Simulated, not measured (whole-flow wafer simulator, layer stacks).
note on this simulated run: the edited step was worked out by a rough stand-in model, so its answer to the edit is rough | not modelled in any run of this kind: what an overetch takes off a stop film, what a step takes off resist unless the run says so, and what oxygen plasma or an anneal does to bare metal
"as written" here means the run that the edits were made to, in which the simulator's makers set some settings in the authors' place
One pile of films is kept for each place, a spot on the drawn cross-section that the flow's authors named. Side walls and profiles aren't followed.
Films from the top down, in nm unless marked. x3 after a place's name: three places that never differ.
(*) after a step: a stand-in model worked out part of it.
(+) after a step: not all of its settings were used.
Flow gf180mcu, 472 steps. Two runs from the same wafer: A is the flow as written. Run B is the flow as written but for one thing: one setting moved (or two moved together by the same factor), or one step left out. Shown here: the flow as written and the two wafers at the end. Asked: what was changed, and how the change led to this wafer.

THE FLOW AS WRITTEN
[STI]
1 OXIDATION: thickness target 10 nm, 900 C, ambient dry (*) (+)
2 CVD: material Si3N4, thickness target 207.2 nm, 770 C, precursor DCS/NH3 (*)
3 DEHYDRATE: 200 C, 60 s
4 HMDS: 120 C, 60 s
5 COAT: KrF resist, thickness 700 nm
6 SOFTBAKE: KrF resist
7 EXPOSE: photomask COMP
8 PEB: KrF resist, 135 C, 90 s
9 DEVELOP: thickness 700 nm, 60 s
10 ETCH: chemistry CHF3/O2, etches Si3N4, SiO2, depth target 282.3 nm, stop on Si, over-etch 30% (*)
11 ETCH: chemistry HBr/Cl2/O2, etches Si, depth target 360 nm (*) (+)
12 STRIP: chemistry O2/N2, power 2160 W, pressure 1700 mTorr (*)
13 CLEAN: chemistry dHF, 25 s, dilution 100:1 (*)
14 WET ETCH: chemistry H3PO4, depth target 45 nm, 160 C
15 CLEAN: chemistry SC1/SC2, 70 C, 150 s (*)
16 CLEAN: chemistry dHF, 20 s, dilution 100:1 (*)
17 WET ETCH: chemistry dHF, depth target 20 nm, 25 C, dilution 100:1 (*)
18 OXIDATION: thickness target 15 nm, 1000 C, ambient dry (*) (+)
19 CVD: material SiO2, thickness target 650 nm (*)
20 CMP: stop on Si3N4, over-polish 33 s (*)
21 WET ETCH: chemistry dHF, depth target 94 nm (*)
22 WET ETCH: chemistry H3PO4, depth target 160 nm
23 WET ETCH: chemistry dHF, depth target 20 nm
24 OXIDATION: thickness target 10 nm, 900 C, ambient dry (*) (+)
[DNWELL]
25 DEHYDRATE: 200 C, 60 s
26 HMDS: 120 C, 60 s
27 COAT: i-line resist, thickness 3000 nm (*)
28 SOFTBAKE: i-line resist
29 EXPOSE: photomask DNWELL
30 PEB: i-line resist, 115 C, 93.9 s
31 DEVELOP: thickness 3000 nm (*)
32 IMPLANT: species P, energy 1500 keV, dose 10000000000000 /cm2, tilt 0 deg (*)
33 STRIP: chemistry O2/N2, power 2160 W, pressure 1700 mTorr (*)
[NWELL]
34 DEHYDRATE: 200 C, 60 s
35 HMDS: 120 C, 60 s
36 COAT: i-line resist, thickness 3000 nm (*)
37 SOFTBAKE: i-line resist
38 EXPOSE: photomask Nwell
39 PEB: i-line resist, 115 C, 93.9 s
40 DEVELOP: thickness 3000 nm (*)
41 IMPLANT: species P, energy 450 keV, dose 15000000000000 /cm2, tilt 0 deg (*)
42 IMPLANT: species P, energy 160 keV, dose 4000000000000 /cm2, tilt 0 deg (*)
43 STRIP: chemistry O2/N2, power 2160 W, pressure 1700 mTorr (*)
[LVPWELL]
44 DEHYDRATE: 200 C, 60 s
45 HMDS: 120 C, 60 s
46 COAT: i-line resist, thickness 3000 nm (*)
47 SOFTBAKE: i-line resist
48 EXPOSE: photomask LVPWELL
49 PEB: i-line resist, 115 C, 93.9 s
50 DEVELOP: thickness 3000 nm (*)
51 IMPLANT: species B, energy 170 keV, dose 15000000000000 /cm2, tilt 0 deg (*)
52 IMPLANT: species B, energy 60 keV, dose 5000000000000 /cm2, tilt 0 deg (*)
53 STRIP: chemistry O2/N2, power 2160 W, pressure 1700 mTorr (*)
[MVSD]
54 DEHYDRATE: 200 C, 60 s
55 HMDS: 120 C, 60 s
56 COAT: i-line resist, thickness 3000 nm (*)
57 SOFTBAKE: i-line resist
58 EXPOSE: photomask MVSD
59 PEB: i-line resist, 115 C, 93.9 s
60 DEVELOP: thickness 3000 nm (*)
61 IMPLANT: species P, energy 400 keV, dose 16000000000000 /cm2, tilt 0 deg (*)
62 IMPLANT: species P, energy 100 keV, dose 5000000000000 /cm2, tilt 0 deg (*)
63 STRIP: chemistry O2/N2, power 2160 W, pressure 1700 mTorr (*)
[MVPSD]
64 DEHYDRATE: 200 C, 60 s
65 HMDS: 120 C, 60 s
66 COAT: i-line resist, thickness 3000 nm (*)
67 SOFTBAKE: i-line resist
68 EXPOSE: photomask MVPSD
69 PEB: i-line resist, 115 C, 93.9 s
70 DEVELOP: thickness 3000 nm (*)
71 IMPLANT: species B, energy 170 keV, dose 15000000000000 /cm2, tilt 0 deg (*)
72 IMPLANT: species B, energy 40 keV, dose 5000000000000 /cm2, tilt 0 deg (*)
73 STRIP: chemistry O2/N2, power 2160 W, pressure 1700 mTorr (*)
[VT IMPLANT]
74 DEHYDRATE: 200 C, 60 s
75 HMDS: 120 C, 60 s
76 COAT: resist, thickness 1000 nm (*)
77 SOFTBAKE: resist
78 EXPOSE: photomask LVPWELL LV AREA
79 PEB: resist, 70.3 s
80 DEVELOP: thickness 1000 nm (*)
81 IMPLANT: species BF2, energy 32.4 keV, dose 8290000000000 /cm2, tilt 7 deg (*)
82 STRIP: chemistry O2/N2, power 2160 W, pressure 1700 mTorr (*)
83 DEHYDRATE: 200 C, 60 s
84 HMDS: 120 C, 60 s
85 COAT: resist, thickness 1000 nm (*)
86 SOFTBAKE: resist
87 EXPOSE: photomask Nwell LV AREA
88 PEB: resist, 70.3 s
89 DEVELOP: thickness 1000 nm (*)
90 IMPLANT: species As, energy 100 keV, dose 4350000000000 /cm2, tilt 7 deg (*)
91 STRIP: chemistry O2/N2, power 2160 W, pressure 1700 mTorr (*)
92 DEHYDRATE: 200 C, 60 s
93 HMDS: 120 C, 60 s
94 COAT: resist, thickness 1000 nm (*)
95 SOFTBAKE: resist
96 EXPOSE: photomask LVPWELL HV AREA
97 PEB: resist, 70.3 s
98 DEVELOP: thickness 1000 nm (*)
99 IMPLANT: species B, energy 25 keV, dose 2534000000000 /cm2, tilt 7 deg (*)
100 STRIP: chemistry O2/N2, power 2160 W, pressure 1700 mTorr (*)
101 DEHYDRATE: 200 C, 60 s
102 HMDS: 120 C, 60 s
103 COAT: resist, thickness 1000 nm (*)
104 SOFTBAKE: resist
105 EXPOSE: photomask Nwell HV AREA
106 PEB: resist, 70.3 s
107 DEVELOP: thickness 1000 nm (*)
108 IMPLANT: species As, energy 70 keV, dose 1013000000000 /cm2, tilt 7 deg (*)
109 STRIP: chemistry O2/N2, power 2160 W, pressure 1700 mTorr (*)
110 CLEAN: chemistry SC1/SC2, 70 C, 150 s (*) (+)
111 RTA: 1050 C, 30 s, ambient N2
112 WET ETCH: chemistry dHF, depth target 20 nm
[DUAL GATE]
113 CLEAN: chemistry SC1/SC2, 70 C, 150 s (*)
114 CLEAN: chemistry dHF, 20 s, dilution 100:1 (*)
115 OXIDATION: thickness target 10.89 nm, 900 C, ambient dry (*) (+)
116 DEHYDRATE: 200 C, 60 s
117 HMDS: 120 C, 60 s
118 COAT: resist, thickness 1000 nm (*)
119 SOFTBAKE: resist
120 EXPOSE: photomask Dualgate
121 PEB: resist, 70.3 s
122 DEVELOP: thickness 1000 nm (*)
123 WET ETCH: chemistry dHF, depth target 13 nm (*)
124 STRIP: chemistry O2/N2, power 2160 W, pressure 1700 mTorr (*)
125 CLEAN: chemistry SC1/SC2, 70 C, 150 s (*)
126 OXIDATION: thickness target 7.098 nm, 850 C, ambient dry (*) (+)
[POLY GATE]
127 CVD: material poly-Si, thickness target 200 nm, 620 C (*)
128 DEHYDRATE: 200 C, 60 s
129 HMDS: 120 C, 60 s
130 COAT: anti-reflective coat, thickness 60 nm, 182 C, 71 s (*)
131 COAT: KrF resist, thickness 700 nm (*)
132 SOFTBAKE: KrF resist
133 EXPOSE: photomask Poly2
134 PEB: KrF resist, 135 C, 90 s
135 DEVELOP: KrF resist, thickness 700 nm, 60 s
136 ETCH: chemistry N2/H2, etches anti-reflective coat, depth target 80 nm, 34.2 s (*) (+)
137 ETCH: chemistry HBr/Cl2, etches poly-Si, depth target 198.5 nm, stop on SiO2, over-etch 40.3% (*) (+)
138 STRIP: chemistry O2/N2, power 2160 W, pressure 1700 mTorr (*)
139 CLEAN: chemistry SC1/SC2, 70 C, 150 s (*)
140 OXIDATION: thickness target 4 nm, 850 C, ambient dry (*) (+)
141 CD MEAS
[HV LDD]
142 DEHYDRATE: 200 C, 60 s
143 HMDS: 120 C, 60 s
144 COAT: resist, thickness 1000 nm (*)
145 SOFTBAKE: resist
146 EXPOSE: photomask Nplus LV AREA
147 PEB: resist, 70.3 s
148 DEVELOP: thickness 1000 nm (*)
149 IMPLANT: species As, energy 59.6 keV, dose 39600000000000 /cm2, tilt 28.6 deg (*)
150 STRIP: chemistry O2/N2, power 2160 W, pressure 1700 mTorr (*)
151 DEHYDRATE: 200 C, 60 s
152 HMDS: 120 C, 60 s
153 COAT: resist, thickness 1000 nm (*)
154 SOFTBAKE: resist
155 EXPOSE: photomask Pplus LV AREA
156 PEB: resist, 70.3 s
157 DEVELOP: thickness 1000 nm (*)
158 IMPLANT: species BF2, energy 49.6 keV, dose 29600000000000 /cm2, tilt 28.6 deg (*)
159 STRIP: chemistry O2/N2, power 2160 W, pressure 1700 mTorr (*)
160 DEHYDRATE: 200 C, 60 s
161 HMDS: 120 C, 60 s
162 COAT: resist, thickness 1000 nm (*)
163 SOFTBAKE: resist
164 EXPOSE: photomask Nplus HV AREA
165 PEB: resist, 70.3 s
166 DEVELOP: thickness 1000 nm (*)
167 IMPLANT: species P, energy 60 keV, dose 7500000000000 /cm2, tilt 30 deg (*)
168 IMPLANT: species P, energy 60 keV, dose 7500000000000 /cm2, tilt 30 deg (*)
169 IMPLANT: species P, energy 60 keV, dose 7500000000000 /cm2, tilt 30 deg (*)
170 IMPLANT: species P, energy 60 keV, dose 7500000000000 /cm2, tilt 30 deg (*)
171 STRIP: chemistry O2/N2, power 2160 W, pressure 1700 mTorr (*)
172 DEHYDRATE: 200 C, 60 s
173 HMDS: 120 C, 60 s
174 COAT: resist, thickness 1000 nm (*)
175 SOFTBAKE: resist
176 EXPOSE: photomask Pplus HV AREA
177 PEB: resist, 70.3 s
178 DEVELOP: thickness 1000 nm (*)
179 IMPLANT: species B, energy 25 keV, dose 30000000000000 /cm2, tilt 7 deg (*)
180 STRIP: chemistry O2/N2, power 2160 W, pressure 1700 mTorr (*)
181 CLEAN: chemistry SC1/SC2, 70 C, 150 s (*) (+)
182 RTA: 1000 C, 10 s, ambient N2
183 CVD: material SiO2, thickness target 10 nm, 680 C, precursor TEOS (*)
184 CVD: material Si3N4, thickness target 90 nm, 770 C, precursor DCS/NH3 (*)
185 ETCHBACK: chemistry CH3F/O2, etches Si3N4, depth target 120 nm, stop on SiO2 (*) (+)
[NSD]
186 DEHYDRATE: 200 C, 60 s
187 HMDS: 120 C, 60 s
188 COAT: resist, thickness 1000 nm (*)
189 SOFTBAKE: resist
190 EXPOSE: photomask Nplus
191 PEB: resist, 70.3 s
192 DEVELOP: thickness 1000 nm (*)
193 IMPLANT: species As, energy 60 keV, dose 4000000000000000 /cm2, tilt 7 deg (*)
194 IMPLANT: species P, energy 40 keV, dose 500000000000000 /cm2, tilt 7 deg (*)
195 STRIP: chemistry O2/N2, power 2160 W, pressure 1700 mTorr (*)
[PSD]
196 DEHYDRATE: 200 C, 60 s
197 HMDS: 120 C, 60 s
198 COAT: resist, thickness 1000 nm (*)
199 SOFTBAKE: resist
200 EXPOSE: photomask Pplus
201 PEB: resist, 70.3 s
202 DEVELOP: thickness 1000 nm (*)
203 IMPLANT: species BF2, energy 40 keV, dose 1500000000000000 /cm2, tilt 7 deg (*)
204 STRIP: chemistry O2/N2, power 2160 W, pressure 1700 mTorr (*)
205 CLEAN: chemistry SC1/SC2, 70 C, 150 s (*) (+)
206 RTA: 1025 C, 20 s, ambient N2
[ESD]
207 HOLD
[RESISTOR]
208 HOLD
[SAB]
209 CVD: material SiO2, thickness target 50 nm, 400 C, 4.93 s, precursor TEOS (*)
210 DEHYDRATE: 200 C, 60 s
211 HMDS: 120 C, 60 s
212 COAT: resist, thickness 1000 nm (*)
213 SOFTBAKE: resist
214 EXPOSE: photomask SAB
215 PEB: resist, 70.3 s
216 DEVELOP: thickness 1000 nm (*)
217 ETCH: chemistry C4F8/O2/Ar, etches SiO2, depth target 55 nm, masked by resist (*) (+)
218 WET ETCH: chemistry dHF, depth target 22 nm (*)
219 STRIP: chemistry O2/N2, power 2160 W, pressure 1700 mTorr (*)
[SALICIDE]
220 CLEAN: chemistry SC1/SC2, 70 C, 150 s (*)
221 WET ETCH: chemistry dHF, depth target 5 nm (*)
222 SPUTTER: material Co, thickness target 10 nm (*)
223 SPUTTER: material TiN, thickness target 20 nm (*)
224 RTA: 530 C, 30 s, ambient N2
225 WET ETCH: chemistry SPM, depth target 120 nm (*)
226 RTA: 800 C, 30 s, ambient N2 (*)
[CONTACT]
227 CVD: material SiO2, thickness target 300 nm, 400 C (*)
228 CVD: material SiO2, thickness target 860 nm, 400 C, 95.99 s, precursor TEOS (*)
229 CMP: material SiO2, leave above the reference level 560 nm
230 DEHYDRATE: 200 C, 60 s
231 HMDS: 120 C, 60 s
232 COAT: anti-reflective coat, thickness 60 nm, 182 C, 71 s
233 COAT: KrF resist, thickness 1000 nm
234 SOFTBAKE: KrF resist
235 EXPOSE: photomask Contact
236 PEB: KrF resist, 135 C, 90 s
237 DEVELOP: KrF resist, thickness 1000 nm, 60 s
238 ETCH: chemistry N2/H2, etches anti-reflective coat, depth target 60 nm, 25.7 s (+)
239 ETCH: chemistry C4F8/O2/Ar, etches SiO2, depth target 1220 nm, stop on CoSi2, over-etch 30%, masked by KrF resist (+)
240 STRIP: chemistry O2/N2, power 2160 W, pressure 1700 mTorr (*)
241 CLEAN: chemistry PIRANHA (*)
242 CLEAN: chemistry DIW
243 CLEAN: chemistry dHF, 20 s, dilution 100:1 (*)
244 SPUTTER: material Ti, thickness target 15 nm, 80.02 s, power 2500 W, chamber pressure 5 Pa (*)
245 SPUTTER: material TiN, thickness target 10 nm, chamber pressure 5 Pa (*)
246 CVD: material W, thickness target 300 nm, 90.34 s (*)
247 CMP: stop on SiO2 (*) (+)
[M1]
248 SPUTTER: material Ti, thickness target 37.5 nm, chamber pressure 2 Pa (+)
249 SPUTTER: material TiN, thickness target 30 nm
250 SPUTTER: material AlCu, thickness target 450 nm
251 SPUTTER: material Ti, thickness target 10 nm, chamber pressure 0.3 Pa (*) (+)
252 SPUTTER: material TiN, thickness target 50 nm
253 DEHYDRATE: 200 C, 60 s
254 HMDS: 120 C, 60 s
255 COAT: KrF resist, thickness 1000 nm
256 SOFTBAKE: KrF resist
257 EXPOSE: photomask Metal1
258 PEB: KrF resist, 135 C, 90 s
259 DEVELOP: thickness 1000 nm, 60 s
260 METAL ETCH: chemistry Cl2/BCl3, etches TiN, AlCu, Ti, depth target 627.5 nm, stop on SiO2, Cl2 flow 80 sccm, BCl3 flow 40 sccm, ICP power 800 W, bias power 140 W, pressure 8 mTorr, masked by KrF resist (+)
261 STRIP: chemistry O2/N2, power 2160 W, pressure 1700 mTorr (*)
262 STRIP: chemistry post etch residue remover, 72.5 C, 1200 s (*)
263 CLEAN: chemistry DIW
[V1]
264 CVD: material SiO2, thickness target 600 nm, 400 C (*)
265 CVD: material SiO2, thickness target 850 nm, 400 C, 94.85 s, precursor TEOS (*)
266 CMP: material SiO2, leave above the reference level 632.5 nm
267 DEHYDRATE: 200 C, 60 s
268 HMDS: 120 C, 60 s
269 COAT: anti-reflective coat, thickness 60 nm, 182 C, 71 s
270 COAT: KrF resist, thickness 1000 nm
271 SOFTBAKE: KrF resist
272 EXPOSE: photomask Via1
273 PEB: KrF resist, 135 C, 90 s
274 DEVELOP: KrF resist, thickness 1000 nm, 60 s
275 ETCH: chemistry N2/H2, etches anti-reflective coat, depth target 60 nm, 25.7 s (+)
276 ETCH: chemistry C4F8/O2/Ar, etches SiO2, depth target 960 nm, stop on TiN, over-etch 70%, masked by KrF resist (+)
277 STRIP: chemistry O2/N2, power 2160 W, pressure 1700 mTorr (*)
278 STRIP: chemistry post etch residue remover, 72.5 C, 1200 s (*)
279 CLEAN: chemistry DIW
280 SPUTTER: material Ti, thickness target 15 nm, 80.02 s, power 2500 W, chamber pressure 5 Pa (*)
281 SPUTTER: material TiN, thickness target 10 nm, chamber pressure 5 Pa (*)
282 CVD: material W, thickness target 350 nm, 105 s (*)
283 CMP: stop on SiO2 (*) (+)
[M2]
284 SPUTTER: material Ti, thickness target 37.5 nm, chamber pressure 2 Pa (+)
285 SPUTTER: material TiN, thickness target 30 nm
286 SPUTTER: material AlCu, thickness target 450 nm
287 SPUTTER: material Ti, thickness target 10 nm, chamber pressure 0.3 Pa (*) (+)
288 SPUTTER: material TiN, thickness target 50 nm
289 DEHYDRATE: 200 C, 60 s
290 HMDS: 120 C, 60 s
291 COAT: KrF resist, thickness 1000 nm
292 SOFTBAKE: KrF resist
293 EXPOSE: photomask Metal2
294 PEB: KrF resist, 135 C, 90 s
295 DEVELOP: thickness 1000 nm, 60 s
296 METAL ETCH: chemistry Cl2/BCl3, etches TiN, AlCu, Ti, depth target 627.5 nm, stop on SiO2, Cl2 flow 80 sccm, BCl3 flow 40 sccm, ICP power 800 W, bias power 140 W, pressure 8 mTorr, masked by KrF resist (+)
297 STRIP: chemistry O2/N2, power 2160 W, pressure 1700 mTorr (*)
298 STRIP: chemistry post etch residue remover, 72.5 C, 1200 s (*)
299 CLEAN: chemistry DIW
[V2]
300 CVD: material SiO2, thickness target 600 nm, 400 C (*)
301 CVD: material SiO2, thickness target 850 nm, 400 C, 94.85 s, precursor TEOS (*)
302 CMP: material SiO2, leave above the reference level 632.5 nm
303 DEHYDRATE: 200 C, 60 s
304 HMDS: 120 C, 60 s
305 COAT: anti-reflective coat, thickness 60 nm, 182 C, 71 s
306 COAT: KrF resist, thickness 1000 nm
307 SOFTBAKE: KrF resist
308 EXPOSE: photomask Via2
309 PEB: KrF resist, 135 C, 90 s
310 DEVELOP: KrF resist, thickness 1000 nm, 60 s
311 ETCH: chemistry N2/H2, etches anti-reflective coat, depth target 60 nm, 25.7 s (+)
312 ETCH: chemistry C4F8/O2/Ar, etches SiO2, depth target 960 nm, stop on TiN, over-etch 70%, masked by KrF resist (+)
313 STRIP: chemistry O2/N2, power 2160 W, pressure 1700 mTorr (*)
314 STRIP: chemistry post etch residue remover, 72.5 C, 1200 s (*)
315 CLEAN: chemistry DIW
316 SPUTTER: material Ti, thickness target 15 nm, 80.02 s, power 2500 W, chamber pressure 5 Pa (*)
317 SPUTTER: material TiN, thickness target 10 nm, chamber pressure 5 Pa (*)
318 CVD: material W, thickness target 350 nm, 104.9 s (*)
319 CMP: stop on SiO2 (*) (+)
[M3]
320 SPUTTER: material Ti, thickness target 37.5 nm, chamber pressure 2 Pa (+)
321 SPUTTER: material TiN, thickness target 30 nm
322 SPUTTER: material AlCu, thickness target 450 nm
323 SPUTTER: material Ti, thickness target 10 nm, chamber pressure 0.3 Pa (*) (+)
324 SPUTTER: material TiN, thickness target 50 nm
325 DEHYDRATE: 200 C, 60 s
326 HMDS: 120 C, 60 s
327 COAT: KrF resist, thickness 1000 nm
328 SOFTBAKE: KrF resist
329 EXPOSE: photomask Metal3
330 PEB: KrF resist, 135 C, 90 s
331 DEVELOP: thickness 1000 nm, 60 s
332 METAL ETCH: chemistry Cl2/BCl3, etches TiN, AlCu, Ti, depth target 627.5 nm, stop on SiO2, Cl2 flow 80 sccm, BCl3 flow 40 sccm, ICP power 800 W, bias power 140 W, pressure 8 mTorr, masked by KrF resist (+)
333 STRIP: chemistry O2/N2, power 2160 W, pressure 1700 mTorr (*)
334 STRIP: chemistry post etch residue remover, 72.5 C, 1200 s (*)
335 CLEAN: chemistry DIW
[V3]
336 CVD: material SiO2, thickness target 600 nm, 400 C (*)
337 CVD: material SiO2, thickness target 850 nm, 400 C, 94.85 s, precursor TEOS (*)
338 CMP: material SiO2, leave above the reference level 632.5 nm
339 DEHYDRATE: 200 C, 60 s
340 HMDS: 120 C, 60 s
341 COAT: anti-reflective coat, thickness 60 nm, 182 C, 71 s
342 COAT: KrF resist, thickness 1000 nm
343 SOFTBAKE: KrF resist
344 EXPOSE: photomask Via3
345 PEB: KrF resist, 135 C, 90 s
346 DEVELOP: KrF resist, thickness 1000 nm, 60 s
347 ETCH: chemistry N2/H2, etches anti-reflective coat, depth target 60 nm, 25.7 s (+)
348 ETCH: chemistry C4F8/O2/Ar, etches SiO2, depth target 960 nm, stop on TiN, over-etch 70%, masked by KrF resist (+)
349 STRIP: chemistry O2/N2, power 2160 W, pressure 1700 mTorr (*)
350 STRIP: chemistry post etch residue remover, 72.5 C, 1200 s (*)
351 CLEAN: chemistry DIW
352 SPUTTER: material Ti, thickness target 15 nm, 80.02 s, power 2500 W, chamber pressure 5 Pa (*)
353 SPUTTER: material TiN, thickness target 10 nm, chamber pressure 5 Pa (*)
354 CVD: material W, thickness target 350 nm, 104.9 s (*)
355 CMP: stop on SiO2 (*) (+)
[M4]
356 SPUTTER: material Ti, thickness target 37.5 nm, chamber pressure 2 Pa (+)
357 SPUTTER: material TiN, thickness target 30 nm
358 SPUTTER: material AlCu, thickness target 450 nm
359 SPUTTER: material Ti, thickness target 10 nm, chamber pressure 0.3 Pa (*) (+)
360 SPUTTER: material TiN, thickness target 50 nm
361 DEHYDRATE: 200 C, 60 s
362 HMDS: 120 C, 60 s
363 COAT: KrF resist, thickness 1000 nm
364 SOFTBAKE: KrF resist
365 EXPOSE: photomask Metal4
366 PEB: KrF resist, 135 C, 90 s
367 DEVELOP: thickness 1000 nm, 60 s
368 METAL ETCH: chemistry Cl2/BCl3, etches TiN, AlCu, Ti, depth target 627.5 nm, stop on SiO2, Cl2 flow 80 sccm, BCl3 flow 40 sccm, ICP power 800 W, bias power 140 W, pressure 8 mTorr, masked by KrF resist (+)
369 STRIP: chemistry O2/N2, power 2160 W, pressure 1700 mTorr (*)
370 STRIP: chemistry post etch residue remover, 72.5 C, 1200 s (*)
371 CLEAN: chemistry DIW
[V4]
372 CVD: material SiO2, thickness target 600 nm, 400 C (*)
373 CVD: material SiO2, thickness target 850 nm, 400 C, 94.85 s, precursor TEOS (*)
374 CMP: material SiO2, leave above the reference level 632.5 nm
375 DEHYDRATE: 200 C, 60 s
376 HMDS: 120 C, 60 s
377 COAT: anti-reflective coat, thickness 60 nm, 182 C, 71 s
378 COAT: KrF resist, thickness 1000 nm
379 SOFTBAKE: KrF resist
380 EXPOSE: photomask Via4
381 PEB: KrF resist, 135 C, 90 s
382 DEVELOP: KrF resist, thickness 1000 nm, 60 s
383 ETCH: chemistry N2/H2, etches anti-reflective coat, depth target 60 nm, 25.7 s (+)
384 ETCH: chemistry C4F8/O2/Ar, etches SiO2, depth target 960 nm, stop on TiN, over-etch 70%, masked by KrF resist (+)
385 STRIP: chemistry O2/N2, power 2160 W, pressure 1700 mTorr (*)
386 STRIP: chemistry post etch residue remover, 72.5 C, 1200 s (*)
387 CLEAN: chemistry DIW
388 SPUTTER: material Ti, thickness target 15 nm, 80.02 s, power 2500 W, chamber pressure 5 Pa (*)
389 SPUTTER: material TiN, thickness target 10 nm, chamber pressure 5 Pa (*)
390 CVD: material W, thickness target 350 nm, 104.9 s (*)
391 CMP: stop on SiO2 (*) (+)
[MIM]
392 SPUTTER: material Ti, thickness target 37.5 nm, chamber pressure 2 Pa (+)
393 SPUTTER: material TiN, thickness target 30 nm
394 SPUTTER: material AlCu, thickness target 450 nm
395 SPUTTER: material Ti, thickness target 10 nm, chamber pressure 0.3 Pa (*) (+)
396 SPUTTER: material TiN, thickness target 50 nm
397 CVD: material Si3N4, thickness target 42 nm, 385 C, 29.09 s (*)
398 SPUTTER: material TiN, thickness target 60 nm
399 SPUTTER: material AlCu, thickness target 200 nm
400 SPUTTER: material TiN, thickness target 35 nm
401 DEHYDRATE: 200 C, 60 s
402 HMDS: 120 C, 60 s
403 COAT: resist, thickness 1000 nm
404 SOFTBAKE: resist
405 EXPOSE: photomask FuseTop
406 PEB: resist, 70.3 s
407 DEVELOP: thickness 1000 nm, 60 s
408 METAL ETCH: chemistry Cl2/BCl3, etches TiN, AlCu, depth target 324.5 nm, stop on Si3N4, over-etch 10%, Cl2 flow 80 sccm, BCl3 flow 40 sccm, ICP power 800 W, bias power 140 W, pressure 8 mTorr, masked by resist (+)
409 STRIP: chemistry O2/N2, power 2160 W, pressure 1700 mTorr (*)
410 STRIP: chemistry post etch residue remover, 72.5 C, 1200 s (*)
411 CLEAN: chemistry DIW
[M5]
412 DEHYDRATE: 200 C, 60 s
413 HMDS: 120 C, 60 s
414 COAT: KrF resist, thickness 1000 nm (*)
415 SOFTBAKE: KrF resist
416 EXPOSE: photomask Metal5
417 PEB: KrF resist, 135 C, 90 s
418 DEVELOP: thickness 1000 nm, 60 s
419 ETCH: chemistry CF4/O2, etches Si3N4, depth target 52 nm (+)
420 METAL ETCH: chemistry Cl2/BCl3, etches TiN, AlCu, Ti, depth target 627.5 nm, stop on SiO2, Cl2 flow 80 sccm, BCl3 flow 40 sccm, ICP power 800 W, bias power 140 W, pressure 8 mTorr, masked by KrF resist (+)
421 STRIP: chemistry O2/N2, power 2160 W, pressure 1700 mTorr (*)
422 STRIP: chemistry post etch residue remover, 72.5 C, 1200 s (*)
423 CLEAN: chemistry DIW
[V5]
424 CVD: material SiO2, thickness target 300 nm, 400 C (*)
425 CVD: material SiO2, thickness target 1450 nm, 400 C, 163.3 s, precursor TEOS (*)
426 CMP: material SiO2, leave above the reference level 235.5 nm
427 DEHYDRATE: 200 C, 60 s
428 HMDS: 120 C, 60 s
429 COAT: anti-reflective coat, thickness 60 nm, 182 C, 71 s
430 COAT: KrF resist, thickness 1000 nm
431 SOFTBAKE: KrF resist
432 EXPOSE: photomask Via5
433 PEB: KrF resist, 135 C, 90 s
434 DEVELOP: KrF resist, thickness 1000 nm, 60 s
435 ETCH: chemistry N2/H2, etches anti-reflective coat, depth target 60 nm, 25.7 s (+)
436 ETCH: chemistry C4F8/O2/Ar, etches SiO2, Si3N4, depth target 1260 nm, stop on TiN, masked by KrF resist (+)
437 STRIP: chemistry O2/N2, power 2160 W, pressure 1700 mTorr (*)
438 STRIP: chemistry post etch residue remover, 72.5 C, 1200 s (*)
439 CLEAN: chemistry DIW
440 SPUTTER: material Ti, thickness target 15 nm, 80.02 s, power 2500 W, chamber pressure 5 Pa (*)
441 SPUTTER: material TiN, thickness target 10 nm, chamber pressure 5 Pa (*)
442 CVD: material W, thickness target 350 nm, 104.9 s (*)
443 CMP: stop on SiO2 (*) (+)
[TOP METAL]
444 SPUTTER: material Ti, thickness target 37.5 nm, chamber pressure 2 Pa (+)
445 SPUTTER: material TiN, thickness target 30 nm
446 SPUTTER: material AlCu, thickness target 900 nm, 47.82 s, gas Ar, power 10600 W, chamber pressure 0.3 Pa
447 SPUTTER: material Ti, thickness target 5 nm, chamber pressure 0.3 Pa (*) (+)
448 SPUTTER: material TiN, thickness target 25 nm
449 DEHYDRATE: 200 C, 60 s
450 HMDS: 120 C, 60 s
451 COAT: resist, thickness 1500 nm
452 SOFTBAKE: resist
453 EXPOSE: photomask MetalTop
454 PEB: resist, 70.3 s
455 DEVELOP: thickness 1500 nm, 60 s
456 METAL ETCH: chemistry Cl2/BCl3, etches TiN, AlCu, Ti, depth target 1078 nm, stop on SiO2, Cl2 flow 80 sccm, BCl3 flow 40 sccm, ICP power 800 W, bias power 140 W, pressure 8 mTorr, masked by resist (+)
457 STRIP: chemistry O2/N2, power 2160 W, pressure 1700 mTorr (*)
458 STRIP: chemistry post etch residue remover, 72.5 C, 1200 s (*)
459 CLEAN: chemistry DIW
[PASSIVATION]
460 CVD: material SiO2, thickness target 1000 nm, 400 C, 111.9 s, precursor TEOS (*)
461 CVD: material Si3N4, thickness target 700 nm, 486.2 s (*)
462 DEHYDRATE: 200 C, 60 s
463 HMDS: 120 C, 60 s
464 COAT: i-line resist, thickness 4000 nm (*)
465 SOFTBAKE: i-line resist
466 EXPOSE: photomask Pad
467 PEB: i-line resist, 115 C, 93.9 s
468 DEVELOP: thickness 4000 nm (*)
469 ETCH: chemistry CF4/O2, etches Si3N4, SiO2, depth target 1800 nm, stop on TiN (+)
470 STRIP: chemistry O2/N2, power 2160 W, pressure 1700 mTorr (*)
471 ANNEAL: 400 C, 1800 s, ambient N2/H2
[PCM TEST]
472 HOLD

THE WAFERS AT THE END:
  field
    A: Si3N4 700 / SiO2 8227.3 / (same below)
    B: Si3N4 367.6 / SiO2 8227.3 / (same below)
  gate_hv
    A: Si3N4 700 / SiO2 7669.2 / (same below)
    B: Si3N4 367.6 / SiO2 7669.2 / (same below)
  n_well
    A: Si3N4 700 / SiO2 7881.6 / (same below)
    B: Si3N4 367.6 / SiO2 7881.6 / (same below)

The cause: step 461, CVD: thickness target 368 nm was run, where the flow has thickness target 700 nm; step 461, CVD: 255.2 s was run, where the flow has 486.2 s.

How the change led to this, step by step:
  461 CVD: material Si3N4, thickness target 700 nm, 486.2 s (*)
      field, field__w1, field__w2 and 109 more: A Si3N4 +700 (new film) | B Si3N4 +367.6 (new film)
  465 SOFTBAKE: i-line resist
      field__w11, field__w13: A i-line resist +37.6 | B i-line resist +35.9
      ld_acc_p, ld_fp_p: A i-line resist +33.8 | B i-line resist +32
      (and at 55 more places)
  469 ETCH: chemistry CF4/O2, etches Si3N4, SiO2, depth target 1800 nm, stop on TiN (+)
      pad: A Si3N4 -700 (all of it), SiO2 -1000 (all of it) | B Si3N4 -367.6 (all of it), SiO2 -1000 (all of it)
